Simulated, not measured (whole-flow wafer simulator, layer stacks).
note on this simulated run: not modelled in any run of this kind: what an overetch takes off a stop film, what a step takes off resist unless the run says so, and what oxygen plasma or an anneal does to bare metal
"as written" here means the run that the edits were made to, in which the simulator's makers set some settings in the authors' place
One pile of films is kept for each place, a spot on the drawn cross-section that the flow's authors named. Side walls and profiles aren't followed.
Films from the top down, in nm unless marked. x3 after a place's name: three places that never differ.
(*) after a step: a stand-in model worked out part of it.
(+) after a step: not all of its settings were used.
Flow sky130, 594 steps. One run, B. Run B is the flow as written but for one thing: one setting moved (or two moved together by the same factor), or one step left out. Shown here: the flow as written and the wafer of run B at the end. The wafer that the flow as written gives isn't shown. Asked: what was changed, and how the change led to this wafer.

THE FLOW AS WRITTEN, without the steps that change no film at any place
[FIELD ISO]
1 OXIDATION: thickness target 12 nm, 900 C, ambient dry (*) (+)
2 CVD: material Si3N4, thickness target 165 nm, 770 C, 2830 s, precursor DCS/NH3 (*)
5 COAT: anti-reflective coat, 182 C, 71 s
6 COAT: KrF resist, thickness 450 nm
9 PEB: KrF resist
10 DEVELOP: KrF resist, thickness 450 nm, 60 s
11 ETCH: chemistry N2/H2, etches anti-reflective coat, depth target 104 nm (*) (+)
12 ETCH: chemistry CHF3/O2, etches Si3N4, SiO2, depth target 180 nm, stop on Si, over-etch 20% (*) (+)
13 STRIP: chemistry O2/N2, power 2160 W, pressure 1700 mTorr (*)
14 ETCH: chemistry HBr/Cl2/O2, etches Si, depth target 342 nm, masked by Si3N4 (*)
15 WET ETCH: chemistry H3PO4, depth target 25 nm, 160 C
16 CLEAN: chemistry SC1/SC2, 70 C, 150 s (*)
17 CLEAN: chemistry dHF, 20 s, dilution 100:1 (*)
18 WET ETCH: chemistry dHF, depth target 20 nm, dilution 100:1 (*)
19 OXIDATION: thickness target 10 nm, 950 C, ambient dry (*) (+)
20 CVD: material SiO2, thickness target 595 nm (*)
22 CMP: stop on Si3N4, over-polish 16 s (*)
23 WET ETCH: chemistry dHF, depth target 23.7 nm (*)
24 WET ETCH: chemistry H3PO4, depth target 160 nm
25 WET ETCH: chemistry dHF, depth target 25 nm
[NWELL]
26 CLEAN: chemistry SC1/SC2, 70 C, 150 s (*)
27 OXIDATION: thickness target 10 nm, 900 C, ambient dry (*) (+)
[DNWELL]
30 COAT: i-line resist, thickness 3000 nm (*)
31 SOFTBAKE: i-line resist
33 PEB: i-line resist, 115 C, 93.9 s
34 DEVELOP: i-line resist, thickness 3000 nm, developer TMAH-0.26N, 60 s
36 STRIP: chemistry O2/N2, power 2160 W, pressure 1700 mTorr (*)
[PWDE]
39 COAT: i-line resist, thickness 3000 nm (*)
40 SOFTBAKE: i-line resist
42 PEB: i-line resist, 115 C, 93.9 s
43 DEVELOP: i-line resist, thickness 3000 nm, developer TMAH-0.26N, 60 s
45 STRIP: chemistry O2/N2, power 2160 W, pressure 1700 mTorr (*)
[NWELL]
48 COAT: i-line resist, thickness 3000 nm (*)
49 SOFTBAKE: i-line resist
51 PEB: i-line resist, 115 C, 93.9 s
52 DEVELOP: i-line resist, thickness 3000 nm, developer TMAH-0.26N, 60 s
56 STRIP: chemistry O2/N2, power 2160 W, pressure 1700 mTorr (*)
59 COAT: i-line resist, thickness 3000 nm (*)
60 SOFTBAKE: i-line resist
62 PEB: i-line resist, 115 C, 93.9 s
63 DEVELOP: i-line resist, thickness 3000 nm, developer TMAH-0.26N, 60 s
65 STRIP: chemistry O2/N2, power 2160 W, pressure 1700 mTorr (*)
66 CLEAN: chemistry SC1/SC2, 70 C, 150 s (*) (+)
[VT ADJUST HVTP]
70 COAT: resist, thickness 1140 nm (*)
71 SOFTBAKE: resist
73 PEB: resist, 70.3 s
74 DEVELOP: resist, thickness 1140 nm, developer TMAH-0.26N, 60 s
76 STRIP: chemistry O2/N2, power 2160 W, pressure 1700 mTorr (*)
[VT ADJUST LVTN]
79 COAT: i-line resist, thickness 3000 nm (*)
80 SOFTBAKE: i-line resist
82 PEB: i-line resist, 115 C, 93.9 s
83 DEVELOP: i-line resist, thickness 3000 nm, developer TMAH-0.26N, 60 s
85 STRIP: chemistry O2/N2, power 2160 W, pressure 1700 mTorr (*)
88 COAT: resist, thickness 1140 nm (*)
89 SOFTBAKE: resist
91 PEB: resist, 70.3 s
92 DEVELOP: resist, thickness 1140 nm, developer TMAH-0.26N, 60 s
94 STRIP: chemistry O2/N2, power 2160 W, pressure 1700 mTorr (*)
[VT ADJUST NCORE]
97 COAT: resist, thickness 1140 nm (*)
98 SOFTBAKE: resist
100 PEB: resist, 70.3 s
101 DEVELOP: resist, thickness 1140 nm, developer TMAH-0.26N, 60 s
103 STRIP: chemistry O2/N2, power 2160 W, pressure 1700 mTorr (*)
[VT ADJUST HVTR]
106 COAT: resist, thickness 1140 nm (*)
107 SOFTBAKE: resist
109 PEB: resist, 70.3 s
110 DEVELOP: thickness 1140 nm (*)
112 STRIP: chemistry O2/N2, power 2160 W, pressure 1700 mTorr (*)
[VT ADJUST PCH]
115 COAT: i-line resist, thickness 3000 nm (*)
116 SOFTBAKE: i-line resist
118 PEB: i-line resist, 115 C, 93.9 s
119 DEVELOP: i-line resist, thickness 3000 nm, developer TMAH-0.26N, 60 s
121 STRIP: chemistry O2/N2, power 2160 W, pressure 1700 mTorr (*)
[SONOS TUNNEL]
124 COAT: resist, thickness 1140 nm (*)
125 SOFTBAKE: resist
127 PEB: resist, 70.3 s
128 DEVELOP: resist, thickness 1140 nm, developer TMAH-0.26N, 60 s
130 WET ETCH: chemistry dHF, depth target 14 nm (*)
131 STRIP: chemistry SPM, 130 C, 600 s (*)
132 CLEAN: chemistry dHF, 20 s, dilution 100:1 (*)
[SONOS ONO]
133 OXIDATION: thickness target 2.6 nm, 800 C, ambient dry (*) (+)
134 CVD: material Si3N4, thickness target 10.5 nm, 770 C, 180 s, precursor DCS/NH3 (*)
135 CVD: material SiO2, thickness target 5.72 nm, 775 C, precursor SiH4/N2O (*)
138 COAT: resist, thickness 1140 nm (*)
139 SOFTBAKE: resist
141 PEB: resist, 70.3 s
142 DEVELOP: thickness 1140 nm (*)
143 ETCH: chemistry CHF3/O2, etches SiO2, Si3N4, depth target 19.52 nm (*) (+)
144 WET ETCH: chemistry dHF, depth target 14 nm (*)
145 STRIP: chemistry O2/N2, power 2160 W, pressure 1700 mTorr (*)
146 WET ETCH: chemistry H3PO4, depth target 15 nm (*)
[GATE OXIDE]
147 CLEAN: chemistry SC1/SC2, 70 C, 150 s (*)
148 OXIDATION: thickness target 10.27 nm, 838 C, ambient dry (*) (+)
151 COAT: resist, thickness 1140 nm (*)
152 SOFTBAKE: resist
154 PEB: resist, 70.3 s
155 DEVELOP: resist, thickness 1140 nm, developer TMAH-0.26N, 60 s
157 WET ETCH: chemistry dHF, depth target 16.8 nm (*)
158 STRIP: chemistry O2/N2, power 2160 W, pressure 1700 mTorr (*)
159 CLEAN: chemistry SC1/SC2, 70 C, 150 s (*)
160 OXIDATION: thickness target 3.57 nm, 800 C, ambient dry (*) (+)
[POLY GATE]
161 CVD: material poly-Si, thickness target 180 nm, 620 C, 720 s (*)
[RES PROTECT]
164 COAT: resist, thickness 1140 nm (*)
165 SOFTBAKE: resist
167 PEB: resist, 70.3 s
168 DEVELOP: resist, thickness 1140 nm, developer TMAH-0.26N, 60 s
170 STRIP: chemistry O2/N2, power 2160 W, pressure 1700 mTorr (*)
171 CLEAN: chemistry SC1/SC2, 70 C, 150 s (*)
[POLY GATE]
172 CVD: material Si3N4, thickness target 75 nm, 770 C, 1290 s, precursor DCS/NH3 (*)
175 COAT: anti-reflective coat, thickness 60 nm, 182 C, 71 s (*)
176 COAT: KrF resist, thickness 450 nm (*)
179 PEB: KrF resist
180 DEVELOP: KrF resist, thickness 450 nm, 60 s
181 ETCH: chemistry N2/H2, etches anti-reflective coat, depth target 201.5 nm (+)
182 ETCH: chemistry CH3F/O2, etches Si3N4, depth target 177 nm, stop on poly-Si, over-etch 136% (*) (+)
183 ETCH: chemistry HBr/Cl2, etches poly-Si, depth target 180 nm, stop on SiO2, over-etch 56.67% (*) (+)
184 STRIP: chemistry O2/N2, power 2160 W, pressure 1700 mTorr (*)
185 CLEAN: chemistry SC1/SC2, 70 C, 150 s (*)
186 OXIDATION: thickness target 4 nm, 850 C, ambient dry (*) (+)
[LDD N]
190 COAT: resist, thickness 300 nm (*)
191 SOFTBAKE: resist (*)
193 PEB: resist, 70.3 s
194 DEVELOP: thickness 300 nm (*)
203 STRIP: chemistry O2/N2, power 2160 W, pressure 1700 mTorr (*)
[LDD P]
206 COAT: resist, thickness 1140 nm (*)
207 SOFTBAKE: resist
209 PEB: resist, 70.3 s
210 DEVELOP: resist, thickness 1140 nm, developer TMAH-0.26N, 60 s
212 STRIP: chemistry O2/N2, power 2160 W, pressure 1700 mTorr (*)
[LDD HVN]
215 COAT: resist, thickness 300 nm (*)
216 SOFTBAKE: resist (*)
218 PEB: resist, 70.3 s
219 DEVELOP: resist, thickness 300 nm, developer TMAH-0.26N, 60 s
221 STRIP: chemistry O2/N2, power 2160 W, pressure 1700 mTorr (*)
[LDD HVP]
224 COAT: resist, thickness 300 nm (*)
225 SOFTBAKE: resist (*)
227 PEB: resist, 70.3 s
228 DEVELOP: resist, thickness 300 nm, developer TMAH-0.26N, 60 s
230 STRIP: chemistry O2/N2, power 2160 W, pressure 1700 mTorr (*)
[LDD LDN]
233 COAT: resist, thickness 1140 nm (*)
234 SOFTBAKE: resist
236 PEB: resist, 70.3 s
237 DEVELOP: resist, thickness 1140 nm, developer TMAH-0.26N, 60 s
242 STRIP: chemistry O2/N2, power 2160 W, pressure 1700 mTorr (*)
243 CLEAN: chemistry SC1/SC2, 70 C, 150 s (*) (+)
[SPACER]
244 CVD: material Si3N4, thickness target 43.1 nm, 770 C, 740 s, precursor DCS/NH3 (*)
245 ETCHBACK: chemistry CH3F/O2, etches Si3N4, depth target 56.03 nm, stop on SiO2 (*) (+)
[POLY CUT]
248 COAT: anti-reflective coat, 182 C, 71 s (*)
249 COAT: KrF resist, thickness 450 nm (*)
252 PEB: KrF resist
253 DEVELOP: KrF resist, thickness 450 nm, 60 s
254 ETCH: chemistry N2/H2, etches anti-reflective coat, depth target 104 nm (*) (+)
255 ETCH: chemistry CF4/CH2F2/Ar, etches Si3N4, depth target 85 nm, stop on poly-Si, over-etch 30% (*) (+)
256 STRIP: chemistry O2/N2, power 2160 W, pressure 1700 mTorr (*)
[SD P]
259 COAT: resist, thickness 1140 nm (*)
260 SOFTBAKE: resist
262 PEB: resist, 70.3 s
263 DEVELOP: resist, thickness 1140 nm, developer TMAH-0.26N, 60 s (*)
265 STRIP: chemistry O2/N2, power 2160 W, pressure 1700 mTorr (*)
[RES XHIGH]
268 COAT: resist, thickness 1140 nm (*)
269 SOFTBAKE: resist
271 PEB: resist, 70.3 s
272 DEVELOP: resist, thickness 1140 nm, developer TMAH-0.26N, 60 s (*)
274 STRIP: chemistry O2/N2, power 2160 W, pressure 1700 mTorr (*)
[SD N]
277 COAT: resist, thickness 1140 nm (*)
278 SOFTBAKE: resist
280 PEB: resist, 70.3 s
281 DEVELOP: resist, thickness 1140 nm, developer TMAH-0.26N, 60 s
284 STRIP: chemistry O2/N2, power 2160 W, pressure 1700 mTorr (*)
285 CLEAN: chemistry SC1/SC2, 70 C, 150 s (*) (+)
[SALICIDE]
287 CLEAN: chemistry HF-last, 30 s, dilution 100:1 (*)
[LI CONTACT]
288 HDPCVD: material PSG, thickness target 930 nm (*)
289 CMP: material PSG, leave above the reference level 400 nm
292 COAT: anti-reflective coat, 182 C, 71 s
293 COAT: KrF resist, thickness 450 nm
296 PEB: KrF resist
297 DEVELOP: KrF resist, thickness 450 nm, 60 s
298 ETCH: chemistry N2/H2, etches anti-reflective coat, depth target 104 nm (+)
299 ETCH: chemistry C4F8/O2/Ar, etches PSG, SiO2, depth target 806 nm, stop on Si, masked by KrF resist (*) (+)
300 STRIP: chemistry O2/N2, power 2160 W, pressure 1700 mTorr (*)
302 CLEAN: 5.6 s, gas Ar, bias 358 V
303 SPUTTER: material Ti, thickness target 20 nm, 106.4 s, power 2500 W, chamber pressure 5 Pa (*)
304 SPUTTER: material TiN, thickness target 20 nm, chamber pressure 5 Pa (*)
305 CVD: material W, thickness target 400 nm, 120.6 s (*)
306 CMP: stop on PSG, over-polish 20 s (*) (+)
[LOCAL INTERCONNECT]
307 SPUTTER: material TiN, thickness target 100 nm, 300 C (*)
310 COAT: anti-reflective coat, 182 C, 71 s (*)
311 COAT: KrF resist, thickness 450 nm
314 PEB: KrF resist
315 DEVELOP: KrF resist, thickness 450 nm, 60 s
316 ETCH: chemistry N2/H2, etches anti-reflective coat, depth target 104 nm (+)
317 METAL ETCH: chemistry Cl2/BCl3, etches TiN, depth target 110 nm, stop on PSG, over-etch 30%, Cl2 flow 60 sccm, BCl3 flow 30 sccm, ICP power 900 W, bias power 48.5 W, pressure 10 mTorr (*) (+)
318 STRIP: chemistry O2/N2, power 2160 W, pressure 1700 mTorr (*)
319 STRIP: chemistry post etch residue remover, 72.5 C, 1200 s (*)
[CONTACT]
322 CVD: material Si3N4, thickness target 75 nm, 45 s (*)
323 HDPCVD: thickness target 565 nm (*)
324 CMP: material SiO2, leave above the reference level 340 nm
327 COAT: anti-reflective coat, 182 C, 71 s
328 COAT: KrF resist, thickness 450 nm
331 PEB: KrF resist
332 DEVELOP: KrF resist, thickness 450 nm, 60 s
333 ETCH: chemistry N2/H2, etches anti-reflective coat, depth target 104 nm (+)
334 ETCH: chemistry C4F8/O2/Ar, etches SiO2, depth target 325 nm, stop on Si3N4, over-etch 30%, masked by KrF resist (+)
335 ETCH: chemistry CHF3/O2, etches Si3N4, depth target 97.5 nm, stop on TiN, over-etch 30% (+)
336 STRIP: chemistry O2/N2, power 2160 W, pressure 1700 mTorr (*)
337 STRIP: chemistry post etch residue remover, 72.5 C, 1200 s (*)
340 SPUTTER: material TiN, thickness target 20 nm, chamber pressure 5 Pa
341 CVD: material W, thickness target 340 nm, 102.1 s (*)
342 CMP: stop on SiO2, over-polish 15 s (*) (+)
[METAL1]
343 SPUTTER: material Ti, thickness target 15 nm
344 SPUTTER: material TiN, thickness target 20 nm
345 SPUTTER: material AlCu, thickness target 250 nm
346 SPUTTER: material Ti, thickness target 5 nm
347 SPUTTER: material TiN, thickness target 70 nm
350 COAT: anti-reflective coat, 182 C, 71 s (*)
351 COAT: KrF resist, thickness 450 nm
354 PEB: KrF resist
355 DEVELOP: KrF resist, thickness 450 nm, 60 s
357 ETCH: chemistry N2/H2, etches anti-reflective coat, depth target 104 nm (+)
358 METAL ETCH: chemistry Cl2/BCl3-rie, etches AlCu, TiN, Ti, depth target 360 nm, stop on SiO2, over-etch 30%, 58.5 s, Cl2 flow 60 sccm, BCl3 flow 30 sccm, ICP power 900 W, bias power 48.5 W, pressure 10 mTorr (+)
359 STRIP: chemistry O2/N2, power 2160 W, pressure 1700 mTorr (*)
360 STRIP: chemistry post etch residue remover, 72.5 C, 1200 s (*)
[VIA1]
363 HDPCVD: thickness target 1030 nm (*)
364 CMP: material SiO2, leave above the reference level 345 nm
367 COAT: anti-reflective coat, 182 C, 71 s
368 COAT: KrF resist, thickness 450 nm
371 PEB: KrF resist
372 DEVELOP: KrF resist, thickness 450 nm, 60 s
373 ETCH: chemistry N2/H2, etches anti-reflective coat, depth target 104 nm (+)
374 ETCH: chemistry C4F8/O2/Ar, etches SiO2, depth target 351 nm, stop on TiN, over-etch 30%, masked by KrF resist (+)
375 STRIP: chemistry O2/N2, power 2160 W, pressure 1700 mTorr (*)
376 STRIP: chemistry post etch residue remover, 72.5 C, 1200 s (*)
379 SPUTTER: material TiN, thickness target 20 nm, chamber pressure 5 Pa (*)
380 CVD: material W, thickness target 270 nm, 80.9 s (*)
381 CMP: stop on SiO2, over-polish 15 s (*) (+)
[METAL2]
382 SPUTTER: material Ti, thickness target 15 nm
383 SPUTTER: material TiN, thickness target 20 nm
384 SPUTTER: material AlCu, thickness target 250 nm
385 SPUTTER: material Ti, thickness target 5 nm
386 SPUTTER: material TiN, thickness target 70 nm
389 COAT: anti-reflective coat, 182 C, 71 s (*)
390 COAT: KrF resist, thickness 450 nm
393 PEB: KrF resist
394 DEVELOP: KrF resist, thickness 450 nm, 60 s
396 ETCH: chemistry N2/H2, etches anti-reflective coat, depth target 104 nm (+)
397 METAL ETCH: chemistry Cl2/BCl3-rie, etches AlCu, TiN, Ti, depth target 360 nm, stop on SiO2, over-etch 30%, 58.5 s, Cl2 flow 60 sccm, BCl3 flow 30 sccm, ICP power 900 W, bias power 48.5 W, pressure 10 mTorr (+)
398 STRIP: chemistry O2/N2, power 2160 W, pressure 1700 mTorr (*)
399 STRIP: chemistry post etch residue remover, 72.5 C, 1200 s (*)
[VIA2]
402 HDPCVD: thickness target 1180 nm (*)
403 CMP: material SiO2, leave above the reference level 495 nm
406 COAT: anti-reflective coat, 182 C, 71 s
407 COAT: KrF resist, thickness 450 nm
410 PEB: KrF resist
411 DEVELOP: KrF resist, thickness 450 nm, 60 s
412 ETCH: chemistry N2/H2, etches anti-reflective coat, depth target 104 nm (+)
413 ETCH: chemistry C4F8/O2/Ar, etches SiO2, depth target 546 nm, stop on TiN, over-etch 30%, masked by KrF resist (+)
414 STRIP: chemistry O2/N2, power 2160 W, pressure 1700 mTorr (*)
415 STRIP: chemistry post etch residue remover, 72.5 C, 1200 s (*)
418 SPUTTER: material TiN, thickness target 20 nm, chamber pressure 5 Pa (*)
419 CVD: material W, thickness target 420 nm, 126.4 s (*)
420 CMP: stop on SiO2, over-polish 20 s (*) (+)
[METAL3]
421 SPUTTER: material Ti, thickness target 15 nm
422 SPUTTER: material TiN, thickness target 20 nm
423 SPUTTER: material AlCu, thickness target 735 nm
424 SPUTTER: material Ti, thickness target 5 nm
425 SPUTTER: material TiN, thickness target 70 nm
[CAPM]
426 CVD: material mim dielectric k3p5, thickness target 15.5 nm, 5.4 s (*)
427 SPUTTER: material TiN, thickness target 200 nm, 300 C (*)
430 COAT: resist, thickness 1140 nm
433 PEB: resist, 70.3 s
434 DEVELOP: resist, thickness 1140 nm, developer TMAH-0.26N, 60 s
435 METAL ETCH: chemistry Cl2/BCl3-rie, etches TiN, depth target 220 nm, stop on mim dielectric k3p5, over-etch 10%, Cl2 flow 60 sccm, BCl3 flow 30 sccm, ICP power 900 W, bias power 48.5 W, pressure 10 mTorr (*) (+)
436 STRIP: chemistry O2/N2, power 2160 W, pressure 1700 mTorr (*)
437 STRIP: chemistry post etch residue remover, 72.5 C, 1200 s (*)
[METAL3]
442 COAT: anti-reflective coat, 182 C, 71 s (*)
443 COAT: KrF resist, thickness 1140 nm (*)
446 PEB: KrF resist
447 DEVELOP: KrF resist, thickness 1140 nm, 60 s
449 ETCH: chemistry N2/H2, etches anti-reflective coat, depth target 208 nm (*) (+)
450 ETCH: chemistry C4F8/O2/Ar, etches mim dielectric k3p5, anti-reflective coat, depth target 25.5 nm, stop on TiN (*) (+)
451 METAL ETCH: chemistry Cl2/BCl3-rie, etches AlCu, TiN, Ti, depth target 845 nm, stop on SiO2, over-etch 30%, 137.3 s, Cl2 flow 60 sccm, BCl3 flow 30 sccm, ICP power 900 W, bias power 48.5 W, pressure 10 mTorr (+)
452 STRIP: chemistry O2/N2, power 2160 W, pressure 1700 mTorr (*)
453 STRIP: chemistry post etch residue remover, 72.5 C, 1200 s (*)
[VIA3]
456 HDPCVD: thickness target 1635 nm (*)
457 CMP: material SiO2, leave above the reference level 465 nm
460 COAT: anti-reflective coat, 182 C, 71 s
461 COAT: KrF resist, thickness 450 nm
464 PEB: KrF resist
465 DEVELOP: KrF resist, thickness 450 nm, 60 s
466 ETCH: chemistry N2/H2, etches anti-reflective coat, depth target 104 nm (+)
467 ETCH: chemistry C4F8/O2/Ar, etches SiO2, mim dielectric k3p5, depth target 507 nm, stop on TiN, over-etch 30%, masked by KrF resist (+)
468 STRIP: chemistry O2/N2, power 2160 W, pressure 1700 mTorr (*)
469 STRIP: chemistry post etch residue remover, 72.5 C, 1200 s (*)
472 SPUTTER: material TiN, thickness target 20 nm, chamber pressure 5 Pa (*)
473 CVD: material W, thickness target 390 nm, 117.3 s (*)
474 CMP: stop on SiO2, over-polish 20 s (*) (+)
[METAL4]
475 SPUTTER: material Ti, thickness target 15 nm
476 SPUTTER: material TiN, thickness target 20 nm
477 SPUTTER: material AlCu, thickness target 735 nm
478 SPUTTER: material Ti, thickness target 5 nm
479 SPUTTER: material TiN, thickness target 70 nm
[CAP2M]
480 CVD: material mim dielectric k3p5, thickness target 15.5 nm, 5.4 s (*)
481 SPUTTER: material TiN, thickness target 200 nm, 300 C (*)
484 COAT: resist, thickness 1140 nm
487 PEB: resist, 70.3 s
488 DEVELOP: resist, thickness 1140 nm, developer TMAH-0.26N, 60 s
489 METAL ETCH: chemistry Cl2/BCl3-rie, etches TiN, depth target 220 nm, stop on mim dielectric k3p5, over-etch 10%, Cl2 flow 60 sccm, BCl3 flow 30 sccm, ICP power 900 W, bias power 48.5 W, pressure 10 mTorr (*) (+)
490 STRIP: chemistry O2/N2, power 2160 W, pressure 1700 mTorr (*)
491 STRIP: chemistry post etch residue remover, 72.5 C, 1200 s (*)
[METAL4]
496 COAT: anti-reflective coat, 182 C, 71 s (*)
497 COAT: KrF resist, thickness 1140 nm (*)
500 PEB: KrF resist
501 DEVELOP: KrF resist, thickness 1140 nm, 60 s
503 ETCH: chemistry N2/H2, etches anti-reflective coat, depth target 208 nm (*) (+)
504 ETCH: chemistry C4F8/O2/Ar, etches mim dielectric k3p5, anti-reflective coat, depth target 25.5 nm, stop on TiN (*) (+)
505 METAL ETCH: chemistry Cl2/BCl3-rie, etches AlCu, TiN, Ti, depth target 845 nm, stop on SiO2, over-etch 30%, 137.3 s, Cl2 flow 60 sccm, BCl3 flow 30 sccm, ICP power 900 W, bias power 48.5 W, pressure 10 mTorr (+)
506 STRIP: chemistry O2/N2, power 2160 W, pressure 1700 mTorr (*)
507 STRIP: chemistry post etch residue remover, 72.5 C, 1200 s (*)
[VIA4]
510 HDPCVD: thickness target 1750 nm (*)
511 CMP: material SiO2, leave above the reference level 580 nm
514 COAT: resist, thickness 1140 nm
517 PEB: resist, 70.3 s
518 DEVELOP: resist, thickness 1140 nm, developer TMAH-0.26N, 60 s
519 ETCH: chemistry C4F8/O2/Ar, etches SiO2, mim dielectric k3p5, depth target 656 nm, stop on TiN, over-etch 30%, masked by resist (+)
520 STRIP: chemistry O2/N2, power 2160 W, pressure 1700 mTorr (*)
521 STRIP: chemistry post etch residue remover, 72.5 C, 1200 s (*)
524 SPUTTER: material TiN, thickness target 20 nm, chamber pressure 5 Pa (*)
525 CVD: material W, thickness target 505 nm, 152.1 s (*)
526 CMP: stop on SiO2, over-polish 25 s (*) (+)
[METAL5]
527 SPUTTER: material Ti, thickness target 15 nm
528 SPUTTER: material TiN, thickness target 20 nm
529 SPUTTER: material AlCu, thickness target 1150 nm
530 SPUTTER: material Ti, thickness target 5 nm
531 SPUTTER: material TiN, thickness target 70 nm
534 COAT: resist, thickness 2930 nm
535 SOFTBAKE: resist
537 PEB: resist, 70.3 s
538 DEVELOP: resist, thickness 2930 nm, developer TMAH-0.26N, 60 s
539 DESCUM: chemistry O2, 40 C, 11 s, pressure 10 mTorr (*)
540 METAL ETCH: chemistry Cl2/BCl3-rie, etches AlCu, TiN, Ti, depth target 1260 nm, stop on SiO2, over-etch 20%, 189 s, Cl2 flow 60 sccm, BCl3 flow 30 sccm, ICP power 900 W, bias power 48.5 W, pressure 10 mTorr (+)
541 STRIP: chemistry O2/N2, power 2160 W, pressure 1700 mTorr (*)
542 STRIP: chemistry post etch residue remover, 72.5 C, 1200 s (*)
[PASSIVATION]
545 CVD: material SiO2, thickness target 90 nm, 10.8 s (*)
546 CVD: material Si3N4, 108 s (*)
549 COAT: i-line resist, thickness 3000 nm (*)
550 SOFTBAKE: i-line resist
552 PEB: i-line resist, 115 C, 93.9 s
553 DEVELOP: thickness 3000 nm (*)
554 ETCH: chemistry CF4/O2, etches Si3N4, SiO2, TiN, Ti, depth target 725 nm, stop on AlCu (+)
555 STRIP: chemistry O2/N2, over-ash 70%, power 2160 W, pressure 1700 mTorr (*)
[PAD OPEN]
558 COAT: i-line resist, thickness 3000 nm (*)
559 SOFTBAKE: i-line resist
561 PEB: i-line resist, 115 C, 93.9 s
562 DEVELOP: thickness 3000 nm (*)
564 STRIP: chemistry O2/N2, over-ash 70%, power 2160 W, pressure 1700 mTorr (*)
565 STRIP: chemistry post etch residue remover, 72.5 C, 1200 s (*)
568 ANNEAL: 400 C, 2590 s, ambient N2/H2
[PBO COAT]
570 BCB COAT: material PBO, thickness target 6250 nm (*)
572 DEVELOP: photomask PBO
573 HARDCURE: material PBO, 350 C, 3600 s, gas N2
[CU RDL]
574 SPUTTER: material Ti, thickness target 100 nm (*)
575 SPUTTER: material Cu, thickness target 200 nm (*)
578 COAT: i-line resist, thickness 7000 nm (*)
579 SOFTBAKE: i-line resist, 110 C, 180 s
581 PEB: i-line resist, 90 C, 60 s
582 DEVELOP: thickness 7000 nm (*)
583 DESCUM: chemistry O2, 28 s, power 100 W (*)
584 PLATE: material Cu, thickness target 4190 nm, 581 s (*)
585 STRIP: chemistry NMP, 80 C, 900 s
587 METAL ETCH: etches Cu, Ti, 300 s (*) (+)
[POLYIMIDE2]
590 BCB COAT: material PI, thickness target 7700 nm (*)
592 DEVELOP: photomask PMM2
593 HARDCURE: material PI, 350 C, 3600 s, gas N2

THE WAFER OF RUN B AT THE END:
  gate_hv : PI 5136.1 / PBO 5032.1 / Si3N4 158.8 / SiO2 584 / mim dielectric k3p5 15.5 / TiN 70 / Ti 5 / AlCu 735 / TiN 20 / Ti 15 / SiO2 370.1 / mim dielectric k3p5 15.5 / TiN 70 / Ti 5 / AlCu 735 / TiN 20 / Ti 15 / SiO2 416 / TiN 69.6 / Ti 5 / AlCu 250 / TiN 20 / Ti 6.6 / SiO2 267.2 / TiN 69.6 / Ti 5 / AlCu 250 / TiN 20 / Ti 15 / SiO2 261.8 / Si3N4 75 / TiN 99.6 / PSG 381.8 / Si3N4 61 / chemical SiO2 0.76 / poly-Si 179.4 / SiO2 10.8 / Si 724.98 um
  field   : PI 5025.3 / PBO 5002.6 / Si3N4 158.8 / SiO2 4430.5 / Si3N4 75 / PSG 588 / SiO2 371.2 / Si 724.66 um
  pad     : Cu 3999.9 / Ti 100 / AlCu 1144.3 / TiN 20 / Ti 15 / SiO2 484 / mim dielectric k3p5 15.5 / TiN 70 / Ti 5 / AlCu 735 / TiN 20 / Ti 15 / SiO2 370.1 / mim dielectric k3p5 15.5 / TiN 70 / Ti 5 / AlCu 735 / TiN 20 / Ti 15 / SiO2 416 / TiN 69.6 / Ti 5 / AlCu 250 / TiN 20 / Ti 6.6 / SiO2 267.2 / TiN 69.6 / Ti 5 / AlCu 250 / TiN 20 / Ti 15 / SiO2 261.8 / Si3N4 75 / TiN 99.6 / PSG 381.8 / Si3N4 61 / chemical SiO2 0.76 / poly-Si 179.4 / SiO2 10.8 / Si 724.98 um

The cause: step 382, SPUTTER: thickness target 6.6 nm was run, where the flow has thickness target 15 nm.
It can be read off the wafer: gate_hv has Ti 6.6, and step 382 as written asks for 15 nm.

How the change led to this, step by step:
  382 SPUTTER: material Ti, thickness target 15 nm
      field, active, n_well and 188 more: Ti +6.6 (new film) (as written it would be: Ti +15 (new film))
  397 METAL ETCH: chemistry Cl2/BCl3-rie, etches AlCu, TiN, Ti, depth target 360 nm, stop on SiO2, over-etch 30%, 58.5 s, Cl2 flow 60 sccm, BCl3 flow 30 sccm, ICP power 900 W, bias power 48.5 W, pressure 10 mTorr (+)
      field, active, gate and 82 more: TiN -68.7 (all of it), Ti -5 (all of it), AlCu -250 (all of it), TiN -20 (all of it), Ti -6.6 (all of it), SiO2 -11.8 (as written it would be: TiN -68.7 (all of it), Ti -5 (all of it), AlCu -250 (all of it), TiN -20 (all of it), Ti -15 (all of it), SiO2 -10.9)
